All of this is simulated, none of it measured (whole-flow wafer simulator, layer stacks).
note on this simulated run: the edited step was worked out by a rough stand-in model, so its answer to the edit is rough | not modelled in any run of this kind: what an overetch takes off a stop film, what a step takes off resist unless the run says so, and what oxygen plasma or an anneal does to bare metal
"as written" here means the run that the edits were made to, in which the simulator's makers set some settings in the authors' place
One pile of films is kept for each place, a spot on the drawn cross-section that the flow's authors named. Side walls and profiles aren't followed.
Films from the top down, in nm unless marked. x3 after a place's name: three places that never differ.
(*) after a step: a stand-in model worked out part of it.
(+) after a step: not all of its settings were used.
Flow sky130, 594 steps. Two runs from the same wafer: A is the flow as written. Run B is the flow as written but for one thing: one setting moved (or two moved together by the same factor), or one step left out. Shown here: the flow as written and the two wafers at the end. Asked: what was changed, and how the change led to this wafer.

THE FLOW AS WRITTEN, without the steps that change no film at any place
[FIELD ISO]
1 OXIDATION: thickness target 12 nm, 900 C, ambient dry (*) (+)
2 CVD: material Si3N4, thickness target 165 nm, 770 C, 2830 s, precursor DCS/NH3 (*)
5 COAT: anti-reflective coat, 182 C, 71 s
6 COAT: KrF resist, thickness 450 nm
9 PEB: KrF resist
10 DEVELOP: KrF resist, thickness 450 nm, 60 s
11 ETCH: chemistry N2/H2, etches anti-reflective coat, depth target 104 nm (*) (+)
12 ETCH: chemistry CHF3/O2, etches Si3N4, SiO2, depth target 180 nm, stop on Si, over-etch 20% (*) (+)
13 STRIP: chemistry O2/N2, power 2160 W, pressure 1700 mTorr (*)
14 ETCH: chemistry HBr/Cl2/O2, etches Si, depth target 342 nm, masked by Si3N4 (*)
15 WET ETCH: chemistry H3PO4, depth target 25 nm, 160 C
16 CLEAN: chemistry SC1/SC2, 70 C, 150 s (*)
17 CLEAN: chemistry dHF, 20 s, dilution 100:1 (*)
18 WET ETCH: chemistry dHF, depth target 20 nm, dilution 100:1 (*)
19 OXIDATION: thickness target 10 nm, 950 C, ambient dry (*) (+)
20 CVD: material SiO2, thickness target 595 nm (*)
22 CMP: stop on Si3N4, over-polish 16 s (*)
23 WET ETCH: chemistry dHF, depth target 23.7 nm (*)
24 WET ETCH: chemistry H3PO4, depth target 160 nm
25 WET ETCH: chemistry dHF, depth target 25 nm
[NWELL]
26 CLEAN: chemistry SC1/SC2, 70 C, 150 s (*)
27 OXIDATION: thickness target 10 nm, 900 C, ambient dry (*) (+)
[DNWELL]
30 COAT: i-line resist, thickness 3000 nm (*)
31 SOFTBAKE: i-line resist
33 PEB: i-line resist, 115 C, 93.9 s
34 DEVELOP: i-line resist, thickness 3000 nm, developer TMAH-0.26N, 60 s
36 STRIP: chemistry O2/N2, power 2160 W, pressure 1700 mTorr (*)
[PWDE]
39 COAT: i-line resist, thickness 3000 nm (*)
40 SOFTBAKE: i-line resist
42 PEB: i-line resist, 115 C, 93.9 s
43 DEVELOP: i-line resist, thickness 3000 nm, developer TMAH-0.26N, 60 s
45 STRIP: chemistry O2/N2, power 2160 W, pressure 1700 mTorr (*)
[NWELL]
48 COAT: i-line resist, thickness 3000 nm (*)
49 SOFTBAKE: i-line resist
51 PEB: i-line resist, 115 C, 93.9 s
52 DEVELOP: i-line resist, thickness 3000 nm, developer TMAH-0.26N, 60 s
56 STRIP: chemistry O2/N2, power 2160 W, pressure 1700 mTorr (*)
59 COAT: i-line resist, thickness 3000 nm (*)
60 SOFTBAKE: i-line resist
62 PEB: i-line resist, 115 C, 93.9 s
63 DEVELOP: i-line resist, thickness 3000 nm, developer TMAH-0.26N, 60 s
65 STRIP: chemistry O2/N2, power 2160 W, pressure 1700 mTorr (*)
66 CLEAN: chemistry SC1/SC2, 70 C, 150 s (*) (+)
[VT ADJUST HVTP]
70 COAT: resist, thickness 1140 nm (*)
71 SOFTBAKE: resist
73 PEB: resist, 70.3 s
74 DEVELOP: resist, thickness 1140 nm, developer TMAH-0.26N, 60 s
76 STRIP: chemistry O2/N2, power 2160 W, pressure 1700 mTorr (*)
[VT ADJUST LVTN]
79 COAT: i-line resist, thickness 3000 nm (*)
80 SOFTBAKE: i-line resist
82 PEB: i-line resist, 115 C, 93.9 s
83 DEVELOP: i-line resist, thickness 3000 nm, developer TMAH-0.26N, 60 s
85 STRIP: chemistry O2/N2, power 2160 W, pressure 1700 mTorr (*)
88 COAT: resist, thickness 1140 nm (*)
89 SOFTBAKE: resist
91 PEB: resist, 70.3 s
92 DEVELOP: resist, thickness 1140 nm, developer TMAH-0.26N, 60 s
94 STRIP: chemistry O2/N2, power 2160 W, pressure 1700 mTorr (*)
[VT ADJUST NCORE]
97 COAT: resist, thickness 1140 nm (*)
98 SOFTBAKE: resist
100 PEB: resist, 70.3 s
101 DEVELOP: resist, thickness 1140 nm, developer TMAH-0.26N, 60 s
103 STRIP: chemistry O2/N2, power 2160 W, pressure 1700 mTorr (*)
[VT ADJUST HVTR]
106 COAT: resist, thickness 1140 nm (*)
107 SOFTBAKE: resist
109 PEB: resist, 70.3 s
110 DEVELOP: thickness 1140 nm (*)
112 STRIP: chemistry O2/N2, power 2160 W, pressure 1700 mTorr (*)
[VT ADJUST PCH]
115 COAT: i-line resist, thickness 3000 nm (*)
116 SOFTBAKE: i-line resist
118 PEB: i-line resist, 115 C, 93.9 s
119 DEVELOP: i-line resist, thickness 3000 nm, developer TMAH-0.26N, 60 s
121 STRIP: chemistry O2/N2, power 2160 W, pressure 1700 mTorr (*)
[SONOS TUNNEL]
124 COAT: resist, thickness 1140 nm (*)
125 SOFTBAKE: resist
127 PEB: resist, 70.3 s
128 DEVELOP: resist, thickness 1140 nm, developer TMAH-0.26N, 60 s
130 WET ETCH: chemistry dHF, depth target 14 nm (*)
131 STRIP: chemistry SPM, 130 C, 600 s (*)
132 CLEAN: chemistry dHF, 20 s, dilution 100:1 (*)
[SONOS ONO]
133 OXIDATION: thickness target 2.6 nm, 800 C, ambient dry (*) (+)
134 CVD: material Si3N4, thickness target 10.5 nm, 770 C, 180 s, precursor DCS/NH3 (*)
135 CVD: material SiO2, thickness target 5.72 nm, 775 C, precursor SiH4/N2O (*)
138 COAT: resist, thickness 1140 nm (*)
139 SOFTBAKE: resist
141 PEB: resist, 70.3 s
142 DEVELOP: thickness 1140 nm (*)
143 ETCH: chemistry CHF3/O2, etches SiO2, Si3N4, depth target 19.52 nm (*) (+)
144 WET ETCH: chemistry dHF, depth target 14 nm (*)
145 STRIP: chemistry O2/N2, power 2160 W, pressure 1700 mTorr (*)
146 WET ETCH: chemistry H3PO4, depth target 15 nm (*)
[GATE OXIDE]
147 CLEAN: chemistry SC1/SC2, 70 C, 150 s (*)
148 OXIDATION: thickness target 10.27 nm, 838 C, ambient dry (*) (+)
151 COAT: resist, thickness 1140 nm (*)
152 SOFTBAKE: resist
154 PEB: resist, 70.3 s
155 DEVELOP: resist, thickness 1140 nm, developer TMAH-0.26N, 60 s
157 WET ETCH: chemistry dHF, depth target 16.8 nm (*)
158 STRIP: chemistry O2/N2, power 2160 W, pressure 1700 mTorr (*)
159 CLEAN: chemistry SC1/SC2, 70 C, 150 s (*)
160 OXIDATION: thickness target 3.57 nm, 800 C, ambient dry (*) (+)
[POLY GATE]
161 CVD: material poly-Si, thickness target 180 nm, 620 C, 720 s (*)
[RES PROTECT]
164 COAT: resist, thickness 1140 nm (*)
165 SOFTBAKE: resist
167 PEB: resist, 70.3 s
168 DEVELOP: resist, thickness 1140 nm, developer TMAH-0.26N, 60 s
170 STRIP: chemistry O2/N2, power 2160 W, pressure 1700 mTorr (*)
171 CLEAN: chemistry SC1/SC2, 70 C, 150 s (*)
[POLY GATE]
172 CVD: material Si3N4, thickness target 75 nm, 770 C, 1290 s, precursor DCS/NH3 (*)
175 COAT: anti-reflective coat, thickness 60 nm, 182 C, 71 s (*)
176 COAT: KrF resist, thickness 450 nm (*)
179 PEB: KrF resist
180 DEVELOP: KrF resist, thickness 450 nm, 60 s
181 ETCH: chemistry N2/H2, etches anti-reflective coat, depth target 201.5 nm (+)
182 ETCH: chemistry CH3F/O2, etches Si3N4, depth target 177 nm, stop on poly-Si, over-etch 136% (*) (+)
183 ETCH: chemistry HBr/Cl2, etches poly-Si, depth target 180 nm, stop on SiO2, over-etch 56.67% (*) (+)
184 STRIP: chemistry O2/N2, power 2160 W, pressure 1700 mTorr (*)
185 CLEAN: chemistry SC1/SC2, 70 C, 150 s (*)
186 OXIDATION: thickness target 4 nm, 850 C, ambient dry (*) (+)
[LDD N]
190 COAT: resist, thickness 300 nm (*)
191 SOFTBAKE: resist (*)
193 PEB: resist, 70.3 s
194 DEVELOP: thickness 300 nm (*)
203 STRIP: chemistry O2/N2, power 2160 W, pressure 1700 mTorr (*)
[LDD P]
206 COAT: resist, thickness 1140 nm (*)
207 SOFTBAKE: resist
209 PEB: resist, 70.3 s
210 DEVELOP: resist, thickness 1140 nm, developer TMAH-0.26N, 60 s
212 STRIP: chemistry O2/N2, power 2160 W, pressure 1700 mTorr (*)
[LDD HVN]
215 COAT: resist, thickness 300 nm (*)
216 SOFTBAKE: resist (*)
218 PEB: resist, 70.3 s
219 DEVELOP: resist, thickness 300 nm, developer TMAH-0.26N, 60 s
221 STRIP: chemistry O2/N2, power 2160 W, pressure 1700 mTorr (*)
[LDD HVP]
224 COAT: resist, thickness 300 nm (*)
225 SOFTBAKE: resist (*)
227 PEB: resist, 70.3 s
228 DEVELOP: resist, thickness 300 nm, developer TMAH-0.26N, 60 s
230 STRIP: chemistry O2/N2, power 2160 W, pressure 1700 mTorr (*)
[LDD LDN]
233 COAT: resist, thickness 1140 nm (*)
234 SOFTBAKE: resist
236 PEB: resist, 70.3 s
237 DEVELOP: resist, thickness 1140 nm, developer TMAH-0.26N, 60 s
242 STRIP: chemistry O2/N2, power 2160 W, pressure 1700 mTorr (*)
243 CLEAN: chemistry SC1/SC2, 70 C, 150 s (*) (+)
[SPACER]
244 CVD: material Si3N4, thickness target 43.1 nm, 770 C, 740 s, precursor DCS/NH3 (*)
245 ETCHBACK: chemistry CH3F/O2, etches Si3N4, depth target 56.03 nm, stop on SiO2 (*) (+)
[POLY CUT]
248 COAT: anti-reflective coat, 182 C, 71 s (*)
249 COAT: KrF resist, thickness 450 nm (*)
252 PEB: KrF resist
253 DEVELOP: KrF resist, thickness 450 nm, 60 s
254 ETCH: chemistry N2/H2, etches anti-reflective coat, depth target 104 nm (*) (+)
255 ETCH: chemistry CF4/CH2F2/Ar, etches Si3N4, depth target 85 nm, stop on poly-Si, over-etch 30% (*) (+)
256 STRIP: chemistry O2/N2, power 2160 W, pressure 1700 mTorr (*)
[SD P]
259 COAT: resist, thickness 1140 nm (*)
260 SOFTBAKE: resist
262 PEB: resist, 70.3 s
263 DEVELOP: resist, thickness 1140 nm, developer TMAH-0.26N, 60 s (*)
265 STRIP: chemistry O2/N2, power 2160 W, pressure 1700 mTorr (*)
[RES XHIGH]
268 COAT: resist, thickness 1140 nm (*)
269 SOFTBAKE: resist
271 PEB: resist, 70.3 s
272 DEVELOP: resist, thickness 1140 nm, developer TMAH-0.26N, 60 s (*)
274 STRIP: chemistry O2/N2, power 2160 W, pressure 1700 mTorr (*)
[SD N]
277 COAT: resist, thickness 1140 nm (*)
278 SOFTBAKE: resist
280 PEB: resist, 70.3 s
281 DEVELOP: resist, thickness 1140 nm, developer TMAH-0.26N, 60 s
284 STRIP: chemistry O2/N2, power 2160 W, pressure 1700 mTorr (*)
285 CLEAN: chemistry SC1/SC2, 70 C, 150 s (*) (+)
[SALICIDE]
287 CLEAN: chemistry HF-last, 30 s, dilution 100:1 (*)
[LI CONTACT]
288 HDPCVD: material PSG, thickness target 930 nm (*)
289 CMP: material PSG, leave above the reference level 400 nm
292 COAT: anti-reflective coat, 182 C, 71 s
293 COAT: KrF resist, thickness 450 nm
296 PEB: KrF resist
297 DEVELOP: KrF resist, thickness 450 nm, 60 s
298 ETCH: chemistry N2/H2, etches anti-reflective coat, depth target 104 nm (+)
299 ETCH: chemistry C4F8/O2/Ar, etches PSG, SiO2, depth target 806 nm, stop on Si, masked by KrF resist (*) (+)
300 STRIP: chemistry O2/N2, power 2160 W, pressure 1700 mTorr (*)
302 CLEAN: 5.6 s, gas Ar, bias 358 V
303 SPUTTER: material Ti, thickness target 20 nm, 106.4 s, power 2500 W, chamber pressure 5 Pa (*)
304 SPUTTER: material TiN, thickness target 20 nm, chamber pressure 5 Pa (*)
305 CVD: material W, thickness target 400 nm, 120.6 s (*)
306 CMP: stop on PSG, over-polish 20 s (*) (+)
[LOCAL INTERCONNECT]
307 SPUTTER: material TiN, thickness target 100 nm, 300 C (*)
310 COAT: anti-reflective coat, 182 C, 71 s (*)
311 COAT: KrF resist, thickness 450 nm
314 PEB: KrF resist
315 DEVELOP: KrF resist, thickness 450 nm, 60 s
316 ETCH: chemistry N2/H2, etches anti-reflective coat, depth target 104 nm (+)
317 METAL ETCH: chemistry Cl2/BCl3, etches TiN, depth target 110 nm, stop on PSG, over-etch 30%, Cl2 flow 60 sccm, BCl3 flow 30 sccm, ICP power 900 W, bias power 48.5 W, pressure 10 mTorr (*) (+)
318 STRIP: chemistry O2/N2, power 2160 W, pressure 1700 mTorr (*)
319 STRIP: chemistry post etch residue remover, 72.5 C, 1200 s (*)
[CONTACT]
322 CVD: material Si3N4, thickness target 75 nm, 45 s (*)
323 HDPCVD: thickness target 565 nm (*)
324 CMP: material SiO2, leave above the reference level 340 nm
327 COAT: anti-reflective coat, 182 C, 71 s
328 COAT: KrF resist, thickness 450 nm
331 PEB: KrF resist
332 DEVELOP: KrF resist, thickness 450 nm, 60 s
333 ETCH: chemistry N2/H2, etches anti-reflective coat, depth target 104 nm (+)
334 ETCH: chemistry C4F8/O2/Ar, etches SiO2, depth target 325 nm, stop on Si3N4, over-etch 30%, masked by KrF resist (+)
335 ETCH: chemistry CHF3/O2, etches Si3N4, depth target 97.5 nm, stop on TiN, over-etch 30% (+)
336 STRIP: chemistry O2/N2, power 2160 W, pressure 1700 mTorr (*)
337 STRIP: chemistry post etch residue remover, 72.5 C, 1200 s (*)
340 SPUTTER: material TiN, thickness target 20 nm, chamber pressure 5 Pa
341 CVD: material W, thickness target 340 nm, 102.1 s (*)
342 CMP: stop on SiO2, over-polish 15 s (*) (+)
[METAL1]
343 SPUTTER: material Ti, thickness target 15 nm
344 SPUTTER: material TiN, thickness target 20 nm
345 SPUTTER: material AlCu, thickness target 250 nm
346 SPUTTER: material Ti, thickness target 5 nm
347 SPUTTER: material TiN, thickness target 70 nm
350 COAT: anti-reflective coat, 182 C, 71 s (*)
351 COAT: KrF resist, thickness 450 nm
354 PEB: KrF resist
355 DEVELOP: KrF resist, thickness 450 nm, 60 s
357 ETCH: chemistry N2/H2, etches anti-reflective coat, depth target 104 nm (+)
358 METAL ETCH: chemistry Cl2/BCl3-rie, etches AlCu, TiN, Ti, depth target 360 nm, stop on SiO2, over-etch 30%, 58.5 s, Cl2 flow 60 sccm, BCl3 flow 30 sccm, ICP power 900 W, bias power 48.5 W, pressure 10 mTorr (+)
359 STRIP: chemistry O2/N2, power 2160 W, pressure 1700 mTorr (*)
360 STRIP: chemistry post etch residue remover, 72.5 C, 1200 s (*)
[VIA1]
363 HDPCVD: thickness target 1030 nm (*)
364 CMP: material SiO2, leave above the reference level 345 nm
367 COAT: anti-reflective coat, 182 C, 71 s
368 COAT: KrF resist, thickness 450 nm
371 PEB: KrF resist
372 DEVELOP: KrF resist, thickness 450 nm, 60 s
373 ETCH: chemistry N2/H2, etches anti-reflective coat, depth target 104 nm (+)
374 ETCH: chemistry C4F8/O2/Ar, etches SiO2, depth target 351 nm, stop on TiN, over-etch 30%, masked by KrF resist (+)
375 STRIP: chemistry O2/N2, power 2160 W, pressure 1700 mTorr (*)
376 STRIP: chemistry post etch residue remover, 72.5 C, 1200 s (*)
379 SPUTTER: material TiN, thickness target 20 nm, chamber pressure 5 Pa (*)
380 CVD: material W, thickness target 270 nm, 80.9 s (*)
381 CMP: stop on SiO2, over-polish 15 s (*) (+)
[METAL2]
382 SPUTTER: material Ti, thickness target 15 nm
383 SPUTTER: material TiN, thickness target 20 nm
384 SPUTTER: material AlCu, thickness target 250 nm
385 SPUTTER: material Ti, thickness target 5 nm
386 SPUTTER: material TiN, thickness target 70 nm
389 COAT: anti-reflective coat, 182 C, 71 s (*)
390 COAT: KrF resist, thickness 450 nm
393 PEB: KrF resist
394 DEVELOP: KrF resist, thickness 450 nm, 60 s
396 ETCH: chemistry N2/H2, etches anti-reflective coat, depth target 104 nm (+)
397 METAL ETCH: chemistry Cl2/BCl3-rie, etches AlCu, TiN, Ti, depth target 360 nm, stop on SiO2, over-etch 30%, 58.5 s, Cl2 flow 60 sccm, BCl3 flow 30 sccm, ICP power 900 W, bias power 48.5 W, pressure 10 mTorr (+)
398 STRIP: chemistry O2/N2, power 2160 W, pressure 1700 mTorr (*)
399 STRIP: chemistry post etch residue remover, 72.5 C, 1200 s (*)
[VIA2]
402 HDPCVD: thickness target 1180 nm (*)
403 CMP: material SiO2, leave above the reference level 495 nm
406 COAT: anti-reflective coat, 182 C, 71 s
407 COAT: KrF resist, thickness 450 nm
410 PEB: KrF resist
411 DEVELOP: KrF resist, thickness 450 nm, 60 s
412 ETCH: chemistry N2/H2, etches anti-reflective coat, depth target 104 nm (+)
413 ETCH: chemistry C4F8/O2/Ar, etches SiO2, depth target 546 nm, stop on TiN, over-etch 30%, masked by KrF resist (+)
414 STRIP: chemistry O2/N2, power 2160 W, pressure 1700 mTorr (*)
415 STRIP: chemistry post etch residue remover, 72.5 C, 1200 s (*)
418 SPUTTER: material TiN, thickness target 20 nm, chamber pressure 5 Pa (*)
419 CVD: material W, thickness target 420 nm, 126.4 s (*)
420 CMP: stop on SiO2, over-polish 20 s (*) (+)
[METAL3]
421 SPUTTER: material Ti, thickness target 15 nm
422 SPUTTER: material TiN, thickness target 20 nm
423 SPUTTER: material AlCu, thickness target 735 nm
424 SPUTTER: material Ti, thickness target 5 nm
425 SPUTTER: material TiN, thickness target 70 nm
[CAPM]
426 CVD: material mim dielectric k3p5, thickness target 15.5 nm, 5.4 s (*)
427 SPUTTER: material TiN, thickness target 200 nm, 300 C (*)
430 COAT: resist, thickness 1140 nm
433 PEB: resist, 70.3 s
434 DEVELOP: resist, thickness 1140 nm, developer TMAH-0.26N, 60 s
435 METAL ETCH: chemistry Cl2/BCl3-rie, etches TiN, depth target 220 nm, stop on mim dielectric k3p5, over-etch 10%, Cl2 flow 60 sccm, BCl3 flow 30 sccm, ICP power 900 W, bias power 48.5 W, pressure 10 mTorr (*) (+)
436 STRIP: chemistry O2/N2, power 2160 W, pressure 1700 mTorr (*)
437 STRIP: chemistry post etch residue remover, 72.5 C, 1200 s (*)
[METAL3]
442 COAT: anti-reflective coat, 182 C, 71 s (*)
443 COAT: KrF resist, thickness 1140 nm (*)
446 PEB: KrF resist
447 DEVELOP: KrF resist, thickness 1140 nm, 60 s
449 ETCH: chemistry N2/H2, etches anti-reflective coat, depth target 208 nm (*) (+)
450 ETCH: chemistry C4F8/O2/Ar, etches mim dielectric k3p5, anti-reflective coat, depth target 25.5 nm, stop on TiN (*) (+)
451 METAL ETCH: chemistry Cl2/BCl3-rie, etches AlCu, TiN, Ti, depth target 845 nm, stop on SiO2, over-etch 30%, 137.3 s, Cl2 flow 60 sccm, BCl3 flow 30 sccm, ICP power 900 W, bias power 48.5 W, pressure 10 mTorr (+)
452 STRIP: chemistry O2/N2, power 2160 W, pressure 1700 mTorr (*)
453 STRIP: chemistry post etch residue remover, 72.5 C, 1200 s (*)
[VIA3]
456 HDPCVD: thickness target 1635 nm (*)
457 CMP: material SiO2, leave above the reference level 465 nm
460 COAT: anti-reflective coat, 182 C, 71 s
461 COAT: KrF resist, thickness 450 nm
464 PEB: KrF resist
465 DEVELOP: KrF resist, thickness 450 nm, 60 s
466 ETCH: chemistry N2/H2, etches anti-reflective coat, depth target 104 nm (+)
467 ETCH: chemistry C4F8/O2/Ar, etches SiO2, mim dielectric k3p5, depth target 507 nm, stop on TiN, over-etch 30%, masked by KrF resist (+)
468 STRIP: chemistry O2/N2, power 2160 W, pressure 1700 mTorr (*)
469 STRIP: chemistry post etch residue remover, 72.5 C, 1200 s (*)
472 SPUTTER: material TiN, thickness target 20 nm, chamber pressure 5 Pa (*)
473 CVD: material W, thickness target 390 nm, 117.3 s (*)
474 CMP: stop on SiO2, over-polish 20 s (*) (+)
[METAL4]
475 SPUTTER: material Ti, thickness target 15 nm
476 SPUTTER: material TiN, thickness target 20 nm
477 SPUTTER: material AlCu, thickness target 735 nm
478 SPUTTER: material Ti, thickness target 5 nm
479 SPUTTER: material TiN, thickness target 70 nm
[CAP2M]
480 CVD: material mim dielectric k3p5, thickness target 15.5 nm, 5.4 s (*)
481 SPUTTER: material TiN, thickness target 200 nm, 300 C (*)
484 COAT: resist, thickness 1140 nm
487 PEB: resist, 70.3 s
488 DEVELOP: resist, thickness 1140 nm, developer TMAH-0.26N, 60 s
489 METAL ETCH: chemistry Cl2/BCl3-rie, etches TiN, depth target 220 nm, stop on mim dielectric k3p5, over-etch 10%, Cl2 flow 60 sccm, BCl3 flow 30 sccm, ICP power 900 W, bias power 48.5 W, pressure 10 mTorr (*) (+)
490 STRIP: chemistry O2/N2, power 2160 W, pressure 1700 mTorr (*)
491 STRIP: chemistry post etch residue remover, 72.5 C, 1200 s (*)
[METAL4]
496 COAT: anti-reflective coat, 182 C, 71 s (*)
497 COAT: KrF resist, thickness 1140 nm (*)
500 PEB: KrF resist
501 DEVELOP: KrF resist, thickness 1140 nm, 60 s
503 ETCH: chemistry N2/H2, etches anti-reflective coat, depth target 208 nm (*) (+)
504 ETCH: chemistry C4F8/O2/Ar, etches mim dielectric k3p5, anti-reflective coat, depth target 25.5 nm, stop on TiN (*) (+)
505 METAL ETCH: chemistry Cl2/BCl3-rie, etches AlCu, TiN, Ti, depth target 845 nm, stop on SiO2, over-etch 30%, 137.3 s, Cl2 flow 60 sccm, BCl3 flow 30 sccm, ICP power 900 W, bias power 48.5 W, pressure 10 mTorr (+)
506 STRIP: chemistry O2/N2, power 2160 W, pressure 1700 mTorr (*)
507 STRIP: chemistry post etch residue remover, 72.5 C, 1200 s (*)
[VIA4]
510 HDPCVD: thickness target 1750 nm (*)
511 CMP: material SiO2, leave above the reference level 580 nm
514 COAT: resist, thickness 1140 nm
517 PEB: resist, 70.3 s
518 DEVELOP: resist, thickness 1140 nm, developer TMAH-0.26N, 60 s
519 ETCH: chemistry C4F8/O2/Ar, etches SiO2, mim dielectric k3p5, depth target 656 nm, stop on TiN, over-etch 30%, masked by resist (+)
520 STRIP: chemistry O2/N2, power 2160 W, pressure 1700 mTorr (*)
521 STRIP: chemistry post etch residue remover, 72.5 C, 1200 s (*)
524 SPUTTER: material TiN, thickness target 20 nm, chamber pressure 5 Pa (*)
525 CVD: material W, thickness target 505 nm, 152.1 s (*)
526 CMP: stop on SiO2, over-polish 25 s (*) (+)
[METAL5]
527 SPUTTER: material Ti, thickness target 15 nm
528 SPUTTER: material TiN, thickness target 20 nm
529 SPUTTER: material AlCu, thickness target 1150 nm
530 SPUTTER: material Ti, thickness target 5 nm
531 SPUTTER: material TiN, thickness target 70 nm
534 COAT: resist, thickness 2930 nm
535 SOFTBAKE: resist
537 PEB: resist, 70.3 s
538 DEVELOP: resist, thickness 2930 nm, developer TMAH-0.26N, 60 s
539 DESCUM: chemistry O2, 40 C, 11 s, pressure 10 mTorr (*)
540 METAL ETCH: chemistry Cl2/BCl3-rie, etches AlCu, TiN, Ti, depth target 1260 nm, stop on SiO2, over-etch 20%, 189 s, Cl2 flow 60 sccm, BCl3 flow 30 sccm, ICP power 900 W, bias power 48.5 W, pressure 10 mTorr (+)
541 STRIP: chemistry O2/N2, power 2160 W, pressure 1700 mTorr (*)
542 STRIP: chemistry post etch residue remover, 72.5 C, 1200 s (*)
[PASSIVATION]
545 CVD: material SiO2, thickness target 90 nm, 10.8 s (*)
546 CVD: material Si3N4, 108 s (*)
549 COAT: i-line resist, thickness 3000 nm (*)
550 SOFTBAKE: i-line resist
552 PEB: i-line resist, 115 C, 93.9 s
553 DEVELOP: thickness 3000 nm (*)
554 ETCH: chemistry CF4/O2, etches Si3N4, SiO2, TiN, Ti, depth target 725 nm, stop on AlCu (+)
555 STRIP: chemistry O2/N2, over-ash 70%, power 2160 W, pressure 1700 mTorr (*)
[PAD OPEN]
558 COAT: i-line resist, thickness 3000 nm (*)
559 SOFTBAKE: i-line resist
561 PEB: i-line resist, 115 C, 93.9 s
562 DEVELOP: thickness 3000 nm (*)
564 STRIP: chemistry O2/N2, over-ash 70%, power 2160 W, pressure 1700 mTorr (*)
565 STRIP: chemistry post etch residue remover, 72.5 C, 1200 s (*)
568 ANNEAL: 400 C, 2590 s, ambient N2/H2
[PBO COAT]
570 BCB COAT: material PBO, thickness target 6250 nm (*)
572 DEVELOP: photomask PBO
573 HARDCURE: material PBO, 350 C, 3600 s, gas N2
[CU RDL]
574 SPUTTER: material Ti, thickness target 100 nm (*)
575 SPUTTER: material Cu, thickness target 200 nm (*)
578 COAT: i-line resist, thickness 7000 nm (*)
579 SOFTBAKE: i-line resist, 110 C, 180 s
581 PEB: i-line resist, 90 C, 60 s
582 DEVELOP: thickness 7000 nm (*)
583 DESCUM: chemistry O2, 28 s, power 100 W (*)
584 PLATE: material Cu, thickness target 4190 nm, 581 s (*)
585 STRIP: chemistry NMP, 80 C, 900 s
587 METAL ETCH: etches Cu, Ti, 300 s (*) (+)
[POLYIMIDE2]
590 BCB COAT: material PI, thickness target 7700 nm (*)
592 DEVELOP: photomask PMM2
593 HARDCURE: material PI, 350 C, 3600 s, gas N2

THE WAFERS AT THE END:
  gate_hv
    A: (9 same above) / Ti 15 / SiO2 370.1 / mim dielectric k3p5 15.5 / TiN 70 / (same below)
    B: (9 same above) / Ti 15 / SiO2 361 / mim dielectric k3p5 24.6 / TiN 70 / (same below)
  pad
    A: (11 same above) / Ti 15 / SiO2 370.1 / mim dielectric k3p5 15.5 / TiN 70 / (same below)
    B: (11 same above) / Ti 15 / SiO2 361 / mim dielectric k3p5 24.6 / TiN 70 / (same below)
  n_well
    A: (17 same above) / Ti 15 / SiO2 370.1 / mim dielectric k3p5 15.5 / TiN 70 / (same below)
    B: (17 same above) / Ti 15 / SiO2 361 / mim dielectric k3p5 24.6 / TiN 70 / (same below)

The cause: step 426, CVD: thickness target 24.6 nm was run, where the flow has thickness target 15.5 nm; step 426, CVD: 8.59 s was run, where the flow has 5.4 s.
It can be read off the wafer: gate_hv has mim dielectric k3p5 24.6, and step 426 as written asks for 15.5 nm.

How the change led to this, step by step:
  426 CVD: material mim dielectric k3p5, thickness target 15.5 nm, 5.4 s (*)
      field, active, n_well and 188 more: A mim dielectric k3p5 +15.5 (new film) | B mim dielectric k3p5 +24.6 (new film)
  450 ETCH: chemistry C4F8/O2/Ar, etches mim dielectric k3p5, anti-reflective coat, depth target 25.5 nm, stop on TiN (*) (+)
      n_well, p_well, gate_hv and 104 more: A KrF resist -15.5 | B KrF resist -17
      field, active, gate and 82 more: A mim dielectric k3p5 -15.5 (all of it) | B mim dielectric k3p5 -24.6 (all of it)
  467 ETCH: chemistry C4F8/O2/Ar, etches SiO2, mim dielectric k3p5, depth target 507 nm, stop on TiN, over-etch 30%, masked by KrF resist (+)
      m1: A SiO2 -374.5 (all of it), mim dielectric k3p5 -15.5 (all of it) | B SiO2 -365.4 (all of it), mim dielectric k3p5 -24.6 (all of it)
      via3_hole: A SiO2 -373.9 (all of it), mim dielectric k3p5 -15.5 (all of it) | B SiO2 -364.8 (all of it), mim dielectric k3p5 -24.6 (all of it)
